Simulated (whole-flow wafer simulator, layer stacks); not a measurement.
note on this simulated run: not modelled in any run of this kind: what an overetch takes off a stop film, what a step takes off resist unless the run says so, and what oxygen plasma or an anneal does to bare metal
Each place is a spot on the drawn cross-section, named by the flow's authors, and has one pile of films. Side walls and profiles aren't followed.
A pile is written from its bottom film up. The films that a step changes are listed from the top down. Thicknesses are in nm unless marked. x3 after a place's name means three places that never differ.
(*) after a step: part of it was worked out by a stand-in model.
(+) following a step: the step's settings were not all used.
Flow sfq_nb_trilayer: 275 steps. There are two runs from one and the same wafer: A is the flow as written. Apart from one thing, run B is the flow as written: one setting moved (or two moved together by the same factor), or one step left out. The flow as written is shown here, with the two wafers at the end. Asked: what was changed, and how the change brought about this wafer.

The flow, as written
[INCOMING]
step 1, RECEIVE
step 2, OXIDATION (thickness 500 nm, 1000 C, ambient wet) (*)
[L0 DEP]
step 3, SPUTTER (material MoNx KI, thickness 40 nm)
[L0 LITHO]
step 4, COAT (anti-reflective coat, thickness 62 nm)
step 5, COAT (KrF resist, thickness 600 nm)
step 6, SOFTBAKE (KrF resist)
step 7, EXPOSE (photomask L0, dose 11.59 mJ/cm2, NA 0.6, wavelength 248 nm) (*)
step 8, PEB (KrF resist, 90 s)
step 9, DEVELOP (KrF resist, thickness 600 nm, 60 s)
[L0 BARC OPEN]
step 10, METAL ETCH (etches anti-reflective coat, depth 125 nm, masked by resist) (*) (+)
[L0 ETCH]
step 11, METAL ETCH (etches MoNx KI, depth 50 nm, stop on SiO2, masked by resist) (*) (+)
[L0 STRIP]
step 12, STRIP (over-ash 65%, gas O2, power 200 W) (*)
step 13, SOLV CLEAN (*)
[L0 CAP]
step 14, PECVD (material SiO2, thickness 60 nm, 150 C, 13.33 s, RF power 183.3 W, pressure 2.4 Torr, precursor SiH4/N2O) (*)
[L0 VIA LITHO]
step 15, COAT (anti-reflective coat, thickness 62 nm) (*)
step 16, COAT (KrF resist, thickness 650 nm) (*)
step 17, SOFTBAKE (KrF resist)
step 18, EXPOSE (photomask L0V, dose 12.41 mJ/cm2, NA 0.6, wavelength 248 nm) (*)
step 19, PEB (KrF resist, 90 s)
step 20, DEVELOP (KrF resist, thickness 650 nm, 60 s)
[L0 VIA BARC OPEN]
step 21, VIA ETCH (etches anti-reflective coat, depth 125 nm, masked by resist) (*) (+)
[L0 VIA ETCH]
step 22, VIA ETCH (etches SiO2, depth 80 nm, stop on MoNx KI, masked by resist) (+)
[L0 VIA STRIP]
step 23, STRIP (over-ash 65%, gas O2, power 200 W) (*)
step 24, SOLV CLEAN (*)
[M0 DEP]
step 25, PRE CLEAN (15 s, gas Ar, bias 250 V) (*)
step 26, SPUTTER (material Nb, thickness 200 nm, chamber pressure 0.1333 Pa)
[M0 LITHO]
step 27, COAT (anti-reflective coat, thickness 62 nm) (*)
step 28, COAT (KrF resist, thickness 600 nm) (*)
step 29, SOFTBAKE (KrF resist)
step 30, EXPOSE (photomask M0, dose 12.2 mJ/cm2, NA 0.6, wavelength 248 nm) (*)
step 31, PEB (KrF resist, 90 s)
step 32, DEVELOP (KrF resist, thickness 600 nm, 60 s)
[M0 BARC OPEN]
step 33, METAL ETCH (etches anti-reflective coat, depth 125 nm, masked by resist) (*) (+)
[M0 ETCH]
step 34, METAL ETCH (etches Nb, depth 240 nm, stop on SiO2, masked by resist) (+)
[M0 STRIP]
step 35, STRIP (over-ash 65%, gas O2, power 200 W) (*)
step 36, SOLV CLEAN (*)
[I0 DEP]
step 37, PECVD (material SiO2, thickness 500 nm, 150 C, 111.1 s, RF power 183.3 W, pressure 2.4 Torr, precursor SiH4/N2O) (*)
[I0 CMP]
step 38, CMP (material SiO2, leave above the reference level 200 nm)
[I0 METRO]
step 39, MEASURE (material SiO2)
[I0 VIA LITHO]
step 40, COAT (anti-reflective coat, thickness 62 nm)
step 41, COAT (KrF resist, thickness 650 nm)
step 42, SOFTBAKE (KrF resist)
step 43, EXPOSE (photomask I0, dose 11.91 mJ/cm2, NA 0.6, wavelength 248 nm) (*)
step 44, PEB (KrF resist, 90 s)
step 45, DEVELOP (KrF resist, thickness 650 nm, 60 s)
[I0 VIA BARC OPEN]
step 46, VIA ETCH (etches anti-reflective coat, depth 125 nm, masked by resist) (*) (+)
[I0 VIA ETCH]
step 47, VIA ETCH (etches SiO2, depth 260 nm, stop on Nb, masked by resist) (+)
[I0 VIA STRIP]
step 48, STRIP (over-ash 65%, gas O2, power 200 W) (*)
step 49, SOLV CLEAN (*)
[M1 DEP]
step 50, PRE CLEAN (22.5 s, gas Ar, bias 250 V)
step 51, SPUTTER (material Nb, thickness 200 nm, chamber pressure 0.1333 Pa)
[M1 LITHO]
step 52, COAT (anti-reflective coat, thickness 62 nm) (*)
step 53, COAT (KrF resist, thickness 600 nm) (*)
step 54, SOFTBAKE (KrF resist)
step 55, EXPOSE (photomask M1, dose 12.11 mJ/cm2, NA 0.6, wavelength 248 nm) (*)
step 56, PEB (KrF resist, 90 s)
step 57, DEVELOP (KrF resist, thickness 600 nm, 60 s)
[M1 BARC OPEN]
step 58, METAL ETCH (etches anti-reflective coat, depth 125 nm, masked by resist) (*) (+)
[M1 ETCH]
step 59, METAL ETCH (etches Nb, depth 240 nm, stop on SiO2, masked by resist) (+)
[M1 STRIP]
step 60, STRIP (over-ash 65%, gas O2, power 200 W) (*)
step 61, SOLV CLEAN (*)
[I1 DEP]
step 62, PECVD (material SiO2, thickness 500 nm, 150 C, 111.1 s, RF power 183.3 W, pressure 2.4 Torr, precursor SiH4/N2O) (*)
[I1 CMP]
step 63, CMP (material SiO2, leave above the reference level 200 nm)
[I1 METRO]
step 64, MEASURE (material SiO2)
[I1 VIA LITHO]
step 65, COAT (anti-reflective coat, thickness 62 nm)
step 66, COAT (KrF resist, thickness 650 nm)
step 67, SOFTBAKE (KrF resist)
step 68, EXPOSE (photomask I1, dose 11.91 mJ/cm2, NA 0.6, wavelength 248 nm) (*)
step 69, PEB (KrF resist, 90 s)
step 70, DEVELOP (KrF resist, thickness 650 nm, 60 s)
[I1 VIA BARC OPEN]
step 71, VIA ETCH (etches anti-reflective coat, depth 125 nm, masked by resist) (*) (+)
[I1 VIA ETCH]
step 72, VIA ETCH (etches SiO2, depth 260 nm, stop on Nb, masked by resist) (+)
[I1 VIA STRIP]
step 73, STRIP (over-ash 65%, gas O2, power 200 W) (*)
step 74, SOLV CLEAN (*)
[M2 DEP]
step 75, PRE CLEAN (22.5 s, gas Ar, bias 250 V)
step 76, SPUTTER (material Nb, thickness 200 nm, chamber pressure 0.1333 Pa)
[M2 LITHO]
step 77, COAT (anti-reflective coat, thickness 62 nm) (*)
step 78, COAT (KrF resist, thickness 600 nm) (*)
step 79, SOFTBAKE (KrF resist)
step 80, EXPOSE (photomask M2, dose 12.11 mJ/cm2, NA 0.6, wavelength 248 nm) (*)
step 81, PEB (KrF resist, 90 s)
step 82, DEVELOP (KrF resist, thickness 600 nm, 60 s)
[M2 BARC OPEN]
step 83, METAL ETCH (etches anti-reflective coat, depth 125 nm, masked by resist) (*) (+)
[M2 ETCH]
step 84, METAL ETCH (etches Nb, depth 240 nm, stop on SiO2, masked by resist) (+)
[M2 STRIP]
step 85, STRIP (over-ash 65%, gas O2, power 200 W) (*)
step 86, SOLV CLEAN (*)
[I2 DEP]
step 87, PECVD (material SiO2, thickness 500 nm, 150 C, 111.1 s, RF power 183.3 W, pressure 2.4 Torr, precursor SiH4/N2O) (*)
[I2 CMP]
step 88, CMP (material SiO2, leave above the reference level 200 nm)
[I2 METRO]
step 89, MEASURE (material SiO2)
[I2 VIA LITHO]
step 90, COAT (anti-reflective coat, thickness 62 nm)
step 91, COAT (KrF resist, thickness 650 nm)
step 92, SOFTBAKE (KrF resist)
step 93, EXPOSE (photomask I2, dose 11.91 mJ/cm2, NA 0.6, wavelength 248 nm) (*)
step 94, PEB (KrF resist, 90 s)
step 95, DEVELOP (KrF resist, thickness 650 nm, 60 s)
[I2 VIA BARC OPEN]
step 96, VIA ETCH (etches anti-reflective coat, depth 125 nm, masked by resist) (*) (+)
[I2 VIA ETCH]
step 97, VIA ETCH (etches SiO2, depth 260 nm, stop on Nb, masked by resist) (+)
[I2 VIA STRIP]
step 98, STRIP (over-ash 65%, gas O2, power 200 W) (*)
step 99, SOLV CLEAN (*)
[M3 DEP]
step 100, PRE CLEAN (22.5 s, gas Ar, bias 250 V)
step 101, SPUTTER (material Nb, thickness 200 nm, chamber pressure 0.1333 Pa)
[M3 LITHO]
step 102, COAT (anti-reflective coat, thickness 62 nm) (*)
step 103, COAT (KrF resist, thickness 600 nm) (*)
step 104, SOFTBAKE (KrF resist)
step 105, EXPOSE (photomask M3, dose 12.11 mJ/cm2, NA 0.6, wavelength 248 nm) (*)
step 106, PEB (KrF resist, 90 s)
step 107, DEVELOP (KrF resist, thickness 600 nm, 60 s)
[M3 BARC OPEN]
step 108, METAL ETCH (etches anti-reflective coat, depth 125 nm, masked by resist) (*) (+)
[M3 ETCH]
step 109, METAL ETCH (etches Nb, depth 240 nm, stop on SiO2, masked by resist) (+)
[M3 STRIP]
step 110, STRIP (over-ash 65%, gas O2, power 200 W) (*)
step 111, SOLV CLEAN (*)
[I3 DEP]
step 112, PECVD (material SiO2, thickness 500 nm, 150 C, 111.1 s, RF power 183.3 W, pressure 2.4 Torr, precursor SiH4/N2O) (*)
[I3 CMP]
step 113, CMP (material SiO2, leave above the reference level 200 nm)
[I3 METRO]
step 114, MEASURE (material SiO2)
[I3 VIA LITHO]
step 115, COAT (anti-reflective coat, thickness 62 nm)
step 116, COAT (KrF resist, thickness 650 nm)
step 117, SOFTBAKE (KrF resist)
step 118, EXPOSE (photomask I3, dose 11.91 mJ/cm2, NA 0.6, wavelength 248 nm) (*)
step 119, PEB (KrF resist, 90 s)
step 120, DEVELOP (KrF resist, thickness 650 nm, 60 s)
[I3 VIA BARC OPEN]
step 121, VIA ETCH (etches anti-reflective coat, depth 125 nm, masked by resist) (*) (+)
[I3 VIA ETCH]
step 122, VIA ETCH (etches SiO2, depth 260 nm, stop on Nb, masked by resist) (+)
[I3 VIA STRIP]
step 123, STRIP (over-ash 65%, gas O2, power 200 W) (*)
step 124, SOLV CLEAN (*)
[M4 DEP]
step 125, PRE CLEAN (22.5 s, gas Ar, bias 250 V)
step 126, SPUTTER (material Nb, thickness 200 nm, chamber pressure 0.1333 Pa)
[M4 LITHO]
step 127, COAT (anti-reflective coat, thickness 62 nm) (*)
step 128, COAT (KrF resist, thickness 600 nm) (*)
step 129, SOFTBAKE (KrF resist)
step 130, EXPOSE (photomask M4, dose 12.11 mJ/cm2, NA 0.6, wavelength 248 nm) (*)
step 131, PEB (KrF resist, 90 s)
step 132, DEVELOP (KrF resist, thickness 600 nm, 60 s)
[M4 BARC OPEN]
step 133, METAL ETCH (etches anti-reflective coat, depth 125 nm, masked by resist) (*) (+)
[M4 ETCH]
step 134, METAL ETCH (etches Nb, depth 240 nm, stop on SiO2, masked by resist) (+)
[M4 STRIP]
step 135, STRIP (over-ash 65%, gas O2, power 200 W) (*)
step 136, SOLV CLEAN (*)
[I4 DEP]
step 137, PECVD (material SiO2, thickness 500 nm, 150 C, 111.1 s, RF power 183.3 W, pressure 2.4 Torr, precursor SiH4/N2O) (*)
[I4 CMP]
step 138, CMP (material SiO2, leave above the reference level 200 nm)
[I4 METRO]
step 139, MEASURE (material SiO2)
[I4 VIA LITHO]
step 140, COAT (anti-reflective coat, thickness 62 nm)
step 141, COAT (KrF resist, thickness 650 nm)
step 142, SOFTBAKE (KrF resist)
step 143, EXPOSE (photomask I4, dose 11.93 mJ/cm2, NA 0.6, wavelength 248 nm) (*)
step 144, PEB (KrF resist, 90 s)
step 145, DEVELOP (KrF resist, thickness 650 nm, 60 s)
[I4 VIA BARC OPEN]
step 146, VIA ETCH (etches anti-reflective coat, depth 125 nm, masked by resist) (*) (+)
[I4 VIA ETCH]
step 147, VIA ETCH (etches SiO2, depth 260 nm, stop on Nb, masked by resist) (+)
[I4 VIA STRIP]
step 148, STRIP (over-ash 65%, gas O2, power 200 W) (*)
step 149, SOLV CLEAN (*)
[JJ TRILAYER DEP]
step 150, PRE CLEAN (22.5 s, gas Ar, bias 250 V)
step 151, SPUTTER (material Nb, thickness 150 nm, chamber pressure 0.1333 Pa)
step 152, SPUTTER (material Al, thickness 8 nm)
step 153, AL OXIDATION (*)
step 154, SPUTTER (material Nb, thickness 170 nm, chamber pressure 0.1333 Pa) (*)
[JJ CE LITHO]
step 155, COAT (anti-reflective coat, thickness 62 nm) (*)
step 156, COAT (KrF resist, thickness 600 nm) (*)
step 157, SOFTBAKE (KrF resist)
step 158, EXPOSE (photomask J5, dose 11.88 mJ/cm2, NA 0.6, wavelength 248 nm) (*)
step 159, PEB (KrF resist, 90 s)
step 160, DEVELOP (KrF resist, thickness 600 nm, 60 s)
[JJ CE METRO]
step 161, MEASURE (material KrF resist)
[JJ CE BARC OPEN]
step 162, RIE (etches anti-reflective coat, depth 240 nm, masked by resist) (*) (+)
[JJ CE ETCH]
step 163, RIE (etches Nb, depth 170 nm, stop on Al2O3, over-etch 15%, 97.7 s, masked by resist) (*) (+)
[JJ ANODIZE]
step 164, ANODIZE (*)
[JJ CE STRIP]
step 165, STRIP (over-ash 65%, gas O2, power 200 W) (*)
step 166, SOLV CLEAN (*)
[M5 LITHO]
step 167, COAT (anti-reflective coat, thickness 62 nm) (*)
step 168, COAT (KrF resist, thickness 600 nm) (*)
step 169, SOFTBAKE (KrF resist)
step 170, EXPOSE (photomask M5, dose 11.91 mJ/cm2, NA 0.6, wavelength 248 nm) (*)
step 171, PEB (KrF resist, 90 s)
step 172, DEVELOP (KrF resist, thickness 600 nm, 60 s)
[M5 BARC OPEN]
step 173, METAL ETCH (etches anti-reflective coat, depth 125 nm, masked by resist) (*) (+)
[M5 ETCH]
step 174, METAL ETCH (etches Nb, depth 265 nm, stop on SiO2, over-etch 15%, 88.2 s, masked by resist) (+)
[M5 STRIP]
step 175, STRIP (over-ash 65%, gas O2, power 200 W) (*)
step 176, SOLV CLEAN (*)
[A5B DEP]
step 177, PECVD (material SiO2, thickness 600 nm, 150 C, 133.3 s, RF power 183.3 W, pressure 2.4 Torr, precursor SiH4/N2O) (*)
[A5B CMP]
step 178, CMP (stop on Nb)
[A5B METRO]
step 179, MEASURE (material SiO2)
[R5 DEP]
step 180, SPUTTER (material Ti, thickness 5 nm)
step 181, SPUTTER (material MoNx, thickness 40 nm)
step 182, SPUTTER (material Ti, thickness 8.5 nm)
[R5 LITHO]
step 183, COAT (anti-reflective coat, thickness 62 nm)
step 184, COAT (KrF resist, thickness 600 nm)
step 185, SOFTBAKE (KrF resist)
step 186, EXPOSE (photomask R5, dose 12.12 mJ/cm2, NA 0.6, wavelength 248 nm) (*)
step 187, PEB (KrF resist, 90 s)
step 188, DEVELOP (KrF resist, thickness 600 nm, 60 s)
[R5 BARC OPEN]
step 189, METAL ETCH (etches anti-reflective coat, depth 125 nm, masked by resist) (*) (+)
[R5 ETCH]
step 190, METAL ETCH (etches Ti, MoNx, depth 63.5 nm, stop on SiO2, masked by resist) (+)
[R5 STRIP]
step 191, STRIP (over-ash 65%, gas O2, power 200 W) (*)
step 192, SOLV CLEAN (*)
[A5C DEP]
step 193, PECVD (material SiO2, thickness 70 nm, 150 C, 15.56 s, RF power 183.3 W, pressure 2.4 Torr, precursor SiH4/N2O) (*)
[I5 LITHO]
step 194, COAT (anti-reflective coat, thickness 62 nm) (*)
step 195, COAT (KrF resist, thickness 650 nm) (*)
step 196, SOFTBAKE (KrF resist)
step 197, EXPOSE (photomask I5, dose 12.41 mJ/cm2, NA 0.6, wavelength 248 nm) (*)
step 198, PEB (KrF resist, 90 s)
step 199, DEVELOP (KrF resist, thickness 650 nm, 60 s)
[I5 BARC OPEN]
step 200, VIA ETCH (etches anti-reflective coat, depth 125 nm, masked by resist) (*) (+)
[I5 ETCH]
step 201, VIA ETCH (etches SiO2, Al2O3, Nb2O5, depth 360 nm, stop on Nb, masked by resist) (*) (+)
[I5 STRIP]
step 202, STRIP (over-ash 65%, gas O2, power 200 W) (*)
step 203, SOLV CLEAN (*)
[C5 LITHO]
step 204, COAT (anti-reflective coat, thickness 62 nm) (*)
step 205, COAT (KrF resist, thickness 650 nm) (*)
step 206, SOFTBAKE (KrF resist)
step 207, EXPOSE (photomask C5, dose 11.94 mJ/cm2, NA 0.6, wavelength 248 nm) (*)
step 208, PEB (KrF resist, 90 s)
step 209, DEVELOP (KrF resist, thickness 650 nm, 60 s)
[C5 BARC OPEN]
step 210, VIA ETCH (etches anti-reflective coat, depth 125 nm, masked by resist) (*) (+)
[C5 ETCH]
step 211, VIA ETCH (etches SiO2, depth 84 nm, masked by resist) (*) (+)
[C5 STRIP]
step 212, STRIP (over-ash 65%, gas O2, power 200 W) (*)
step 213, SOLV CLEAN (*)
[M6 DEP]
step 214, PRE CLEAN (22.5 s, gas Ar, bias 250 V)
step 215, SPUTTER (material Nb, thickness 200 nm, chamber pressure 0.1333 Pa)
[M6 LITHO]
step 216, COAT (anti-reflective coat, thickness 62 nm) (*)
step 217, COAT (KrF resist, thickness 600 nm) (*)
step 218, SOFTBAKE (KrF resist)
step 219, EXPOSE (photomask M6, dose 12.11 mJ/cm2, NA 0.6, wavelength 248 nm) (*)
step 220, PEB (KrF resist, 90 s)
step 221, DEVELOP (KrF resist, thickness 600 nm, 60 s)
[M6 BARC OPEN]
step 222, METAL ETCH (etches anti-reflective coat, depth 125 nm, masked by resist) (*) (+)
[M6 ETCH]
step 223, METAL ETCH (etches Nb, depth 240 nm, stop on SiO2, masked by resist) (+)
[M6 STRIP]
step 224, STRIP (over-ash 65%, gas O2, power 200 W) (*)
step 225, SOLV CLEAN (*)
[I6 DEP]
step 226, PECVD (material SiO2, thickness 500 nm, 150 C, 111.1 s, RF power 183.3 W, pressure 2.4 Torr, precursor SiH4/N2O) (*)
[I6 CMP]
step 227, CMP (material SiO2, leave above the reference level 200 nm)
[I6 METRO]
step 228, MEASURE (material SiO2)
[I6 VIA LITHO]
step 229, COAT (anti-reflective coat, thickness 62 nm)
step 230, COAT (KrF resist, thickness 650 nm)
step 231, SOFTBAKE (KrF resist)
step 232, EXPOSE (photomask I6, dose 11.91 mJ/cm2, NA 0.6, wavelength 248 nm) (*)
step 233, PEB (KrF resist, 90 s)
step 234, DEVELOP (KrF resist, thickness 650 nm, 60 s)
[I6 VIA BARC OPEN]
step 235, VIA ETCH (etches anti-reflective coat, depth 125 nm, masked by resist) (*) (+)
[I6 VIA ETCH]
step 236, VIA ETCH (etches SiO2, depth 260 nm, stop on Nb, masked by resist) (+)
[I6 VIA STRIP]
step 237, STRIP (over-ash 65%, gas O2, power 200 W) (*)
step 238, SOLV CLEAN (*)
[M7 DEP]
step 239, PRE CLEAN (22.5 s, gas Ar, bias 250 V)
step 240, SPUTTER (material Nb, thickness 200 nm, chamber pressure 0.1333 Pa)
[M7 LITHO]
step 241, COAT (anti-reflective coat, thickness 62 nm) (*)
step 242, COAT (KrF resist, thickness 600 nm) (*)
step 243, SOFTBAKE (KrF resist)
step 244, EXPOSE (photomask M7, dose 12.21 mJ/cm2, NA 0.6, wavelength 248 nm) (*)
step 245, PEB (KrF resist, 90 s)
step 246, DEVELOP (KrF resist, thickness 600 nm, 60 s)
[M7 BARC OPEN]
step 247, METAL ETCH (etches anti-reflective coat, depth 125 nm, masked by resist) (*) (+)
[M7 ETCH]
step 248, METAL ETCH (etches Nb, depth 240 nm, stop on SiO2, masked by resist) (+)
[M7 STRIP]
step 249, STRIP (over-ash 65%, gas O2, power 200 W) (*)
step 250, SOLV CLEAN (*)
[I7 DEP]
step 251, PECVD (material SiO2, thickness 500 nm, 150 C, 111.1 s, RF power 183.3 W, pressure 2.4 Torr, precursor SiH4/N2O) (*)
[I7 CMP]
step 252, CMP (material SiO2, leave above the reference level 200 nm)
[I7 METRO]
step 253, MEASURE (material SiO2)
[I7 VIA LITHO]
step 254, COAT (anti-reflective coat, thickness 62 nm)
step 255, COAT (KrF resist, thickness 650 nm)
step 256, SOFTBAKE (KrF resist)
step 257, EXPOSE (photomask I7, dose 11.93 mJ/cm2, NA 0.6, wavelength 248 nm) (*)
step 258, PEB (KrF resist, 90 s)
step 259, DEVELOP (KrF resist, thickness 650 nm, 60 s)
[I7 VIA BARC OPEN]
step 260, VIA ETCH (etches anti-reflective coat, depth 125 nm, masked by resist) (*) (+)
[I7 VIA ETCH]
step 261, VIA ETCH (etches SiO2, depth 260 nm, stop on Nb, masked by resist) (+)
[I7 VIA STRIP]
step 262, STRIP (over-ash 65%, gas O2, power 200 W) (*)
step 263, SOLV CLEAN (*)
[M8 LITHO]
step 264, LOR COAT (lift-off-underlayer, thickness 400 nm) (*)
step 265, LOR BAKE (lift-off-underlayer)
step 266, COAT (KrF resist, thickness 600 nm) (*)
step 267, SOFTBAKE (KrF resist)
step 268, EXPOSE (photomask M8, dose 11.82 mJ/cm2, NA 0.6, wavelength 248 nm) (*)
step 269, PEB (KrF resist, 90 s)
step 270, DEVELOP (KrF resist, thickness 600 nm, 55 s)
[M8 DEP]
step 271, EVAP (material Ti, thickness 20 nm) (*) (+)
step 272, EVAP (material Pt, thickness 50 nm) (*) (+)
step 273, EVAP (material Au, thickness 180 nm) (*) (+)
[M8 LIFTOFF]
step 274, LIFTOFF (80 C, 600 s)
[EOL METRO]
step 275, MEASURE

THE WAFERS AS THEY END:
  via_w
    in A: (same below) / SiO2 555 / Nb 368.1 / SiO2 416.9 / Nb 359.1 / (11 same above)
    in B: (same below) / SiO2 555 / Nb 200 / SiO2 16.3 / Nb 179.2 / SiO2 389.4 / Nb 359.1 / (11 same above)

The reason: step 47, VIA ETCH: depth 176 nm was run, whereas the flow has depth 260 nm.

The path from the change to this, step by step:
  step 47, VIA ETCH (etches SiO2, depth 260 nm, stop on Nb, masked by resist) (+)
      via_w: A SiO2 loses 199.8 (all of it) | B SiO2 loses 176
      field_l, v_sur, via_wl and 102 more: A KrF resist loses 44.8 | B KrF resist loses 30.3
  step 48, STRIP (over-ash 65%, gas O2, power 200 W) (*)
      field_l, v_sur, via_wl and 102 more: A KrF resist loses 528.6 (all of it), anti-reflective coat loses 62 (all of it) | B KrF resist loses 543.1 (all of it), anti-reflective coat loses 62 (all of it)
  step 50, PRE CLEAN (22.5 s, gas Ar, bias 250 V)
      via_w: A Nb loses 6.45 | B SiO2 loses 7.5
  step 51, SPUTTER (material Nb, thickness 200 nm, chamber pressure 0.1333 Pa)
      via_w: A Nb gains 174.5 | B Nb gains 179.2 (new film)
  step 52, COAT (anti-reflective coat, thickness 62 nm) (*)
      via_w: A anti-reflective coat gains 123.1 (new film) | B anti-reflective coat gains 116.6 (new film)
      via_wr: A anti-reflective coat gains 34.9 (new film) | B anti-reflective coat gains 33.7 (new film)
  step 53, COAT (KrF resist, thickness 600 nm) (*)
      via_w: A KrF resist gains 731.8 (new film) | B KrF resist gains 714 (new film)
  step 60, STRIP (over-ash 65%, gas O2, power 200 W) (*)
      via_w: A KrF resist loses 513.8 (all of it), anti-reflective coat loses 123.1 (all of it) | B KrF resist loses 496.1 (all of it), anti-reflective coat loses 116.6 (all of it)
      via_wr: A KrF resist loses 384.4 (all of it), anti-reflective coat loses 34.9 (all of it) | B KrF resist loses 388.1 (all of it), anti-reflective coat loses 33.7 (all of it)
  step 62, PECVD (material SiO2, thickness 500 nm, 150 C, 111.1 s, RF power 183.3 W, pressure 2.4 Torr, precursor SiH4/N2O) (*)
      via_w: A SiO2 gains 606 (new film) | B SiO2 gains 554 (new film)
  step 63, CMP (material SiO2, leave above the reference level 200 nm)
      via_w: A SiO2 loses 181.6 | B SiO2 loses 157.1
If metal films that touch count as one body, via_w has 6 bodies (between them, from the top down: SiO2 192.5; SiO2 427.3 / Al2O3 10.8 / Nb2O5 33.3; SiO2 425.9; SiO2 389.4; SiO2 16.3); the flow as written gives 5 bodies (between them, from the top down: SiO2 192.5; SiO2 427.3 / Al2O3 10.8 / Nb2O5 33.3; SiO2 425.9; SiO2 416.9).
